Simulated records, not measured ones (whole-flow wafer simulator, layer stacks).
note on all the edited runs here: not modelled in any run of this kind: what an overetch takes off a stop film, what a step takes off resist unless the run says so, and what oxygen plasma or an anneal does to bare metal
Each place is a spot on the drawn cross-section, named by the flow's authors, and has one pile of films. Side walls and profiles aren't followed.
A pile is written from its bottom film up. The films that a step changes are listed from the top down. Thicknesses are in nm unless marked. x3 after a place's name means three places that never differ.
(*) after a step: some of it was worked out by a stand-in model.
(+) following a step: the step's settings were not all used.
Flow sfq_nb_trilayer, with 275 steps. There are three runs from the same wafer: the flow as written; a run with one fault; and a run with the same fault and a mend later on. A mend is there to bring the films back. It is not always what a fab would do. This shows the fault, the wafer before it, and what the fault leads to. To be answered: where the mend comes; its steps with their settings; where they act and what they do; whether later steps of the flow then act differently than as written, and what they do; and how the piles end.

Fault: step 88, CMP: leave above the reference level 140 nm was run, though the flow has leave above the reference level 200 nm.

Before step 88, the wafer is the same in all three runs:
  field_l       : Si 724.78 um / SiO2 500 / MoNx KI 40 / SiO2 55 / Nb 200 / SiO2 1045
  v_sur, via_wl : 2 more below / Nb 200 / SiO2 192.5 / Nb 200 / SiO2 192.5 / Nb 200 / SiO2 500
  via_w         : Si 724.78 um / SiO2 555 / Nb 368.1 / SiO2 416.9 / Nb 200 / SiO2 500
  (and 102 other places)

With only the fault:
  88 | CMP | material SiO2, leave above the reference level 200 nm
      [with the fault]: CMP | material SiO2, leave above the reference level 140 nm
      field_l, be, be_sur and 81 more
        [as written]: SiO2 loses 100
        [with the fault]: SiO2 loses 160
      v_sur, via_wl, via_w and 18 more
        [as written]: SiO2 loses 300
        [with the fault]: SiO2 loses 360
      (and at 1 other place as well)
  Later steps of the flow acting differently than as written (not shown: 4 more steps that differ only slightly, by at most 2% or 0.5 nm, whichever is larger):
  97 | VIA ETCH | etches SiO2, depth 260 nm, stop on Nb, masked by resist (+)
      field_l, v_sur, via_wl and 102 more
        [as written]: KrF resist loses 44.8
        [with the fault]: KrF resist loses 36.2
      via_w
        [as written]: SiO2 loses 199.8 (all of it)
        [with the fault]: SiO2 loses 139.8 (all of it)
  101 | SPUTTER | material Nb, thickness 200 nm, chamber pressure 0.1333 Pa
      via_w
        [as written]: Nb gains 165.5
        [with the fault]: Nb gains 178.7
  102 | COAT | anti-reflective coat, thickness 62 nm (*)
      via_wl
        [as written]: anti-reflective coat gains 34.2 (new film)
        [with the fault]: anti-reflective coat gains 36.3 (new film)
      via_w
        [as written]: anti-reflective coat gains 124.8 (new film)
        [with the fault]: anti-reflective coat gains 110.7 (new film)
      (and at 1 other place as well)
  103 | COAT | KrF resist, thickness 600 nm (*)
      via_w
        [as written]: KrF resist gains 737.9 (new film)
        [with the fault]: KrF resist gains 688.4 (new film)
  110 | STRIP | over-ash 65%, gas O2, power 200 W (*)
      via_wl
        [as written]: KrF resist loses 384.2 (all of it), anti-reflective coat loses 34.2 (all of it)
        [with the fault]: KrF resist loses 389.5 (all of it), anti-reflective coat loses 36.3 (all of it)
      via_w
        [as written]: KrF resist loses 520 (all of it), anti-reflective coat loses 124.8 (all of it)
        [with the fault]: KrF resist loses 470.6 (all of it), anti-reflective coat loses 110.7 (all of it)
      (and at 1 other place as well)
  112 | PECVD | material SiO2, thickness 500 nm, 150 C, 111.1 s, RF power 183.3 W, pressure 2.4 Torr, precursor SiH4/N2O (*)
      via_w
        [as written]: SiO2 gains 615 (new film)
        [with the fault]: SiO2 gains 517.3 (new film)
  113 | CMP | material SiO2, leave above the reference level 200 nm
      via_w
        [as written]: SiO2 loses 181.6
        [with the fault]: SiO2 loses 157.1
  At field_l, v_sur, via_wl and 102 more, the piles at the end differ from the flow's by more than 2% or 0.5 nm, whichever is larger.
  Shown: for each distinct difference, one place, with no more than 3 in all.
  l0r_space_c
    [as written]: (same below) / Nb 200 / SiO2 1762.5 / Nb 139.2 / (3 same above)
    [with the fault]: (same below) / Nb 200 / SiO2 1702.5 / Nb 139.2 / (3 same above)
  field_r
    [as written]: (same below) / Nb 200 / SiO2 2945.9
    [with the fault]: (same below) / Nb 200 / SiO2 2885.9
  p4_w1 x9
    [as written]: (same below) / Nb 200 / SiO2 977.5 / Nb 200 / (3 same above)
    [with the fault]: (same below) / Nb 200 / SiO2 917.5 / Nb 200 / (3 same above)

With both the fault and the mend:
  The mend follows step 89.
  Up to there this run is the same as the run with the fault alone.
  89a | PECVD | material SiO2, thickness 60 nm, 150 C, 13.33 s, RF power 183.3 W, pressure 2.4 Torr, precursor SiH4/N2O (the flow's step 87 again, with other settings)
      field_l, v_sur, via_wl and 103 more
        SiO2 gains 60
  None of the later steps of the flow differs from how it acts as written, at any place that is followed, by more than 2% or 0.5 nm, whichever is larger.
  By the end, the piles equal the flow's at every place that both follow.
